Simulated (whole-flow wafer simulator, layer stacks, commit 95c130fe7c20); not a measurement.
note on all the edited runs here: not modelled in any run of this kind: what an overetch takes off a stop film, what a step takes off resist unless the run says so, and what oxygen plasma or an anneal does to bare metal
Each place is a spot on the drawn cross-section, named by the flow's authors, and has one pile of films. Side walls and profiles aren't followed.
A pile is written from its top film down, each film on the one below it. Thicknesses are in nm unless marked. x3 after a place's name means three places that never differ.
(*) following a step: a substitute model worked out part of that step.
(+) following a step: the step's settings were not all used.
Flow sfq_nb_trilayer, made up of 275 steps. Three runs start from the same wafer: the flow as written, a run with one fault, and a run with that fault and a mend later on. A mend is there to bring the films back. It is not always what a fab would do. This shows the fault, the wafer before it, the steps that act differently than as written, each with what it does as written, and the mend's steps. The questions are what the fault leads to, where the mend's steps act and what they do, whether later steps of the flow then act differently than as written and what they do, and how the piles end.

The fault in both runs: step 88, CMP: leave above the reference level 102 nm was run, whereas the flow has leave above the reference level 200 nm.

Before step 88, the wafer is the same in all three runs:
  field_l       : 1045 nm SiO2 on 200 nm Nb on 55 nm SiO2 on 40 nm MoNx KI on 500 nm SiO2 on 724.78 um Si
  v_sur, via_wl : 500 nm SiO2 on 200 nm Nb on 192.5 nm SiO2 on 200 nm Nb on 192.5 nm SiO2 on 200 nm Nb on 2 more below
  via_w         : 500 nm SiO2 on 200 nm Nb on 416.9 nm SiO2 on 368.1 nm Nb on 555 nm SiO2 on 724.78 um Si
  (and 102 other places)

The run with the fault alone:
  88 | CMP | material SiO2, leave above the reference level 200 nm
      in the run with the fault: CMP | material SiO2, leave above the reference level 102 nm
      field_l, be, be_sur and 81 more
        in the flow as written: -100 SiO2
        in the run with the fault: -198 SiO2
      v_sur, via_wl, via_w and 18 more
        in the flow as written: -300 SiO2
        in the run with the fault: -398 SiO2
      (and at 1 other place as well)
  Later steps of the flow acting differently than as written (not shown: 3 more steps that differ only slightly, by at most 2% or 0.5 nm, whichever is larger):
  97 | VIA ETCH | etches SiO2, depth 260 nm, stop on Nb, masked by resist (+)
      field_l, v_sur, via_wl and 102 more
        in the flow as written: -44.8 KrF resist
        in the run with the fault: -26.3 KrF resist
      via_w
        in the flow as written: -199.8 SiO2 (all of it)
        in the run with the fault: -101.8 SiO2 (all of it)
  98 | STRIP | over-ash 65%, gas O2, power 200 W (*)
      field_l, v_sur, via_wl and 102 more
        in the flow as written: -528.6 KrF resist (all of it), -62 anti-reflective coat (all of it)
        in the run with the fault: -547.1 KrF resist (all of it), -62 anti-reflective coat (all of it)
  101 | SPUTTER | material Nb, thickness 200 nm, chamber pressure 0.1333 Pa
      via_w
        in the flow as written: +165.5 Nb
        in the run with the fault: +187.4 Nb
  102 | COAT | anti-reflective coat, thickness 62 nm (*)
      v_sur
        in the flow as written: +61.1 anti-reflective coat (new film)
        in the run with the fault: +57.1 anti-reflective coat (new film)
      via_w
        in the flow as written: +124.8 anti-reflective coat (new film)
        in the run with the fault: +106 anti-reflective coat (new film)
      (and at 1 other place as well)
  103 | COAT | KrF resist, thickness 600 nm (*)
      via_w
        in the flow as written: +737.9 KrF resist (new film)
        in the run with the fault: +652.4 KrF resist (new film)
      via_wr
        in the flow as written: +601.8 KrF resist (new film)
        in the run with the fault: +614.1 KrF resist (new film)
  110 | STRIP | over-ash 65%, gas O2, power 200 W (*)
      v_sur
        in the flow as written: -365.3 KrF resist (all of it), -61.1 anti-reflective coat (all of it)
        in the run with the fault: -377 KrF resist (all of it), -57.1 anti-reflective coat (all of it)
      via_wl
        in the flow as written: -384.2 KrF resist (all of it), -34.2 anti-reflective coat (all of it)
        in the run with the fault: -396.3 KrF resist (all of it), -33.8 anti-reflective coat (all of it)
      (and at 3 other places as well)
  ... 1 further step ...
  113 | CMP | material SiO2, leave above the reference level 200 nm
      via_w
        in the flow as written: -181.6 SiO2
        in the run with the fault: -186.4 SiO2
  The piles end different from the flow's at field_l, v_sur, via_wl and 103 more by more than 2% or 0.5 nm, whichever is larger.
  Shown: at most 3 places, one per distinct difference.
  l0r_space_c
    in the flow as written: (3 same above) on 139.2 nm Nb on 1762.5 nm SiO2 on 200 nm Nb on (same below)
    in the run with the fault: (3 same above) on 139.2 nm Nb on 1664.5 nm SiO2 on 200 nm Nb on (same below)
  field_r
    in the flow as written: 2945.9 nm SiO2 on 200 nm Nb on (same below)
    in the run with the fault: 2847.9 nm SiO2 on 200 nm Nb on (same below)
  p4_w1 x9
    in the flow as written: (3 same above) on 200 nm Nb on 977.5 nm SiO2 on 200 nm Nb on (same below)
    in the run with the fault: (3 same above) on 200 nm Nb on 879.5 nm SiO2 on 200 nm Nb on (same below)

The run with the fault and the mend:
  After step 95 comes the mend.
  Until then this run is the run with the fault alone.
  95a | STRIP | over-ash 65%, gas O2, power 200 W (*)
      field_l, v_sur, via_wl and 102 more
        -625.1 KrF resist (all of it), -62 anti-reflective coat (all of it)
      via_w
        -62 anti-reflective coat (all of it)
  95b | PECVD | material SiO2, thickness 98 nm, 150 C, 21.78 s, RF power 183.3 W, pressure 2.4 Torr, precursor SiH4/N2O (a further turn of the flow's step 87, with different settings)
      field_l, v_sur, via_wl and 103 more
        +98 SiO2
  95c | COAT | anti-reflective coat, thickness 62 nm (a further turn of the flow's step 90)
      field_l, v_sur, via_wl and 103 more
        +62 anti-reflective coat (new film)
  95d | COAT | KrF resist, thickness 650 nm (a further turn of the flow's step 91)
      field_l, v_sur, via_wl and 103 more
        +650 KrF resist (new film)
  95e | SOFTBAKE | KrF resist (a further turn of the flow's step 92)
      does not change any film at any place that is followed
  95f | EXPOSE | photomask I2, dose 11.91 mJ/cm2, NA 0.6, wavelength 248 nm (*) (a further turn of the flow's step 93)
      does not change any film at any place that is followed
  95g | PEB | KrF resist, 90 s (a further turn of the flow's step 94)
      field_l, v_sur, via_wl and 103 more
        -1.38 KrF resist
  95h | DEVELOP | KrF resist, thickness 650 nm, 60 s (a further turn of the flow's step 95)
      field_l, v_sur, via_wl and 102 more
        -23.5 KrF resist
      via_w
        -648.6 KrF resist (all of it)
  Every later step of the flow that is run acts as written at every place that is followed.
  By the end, the piles equal the flow's at every place that both follow.
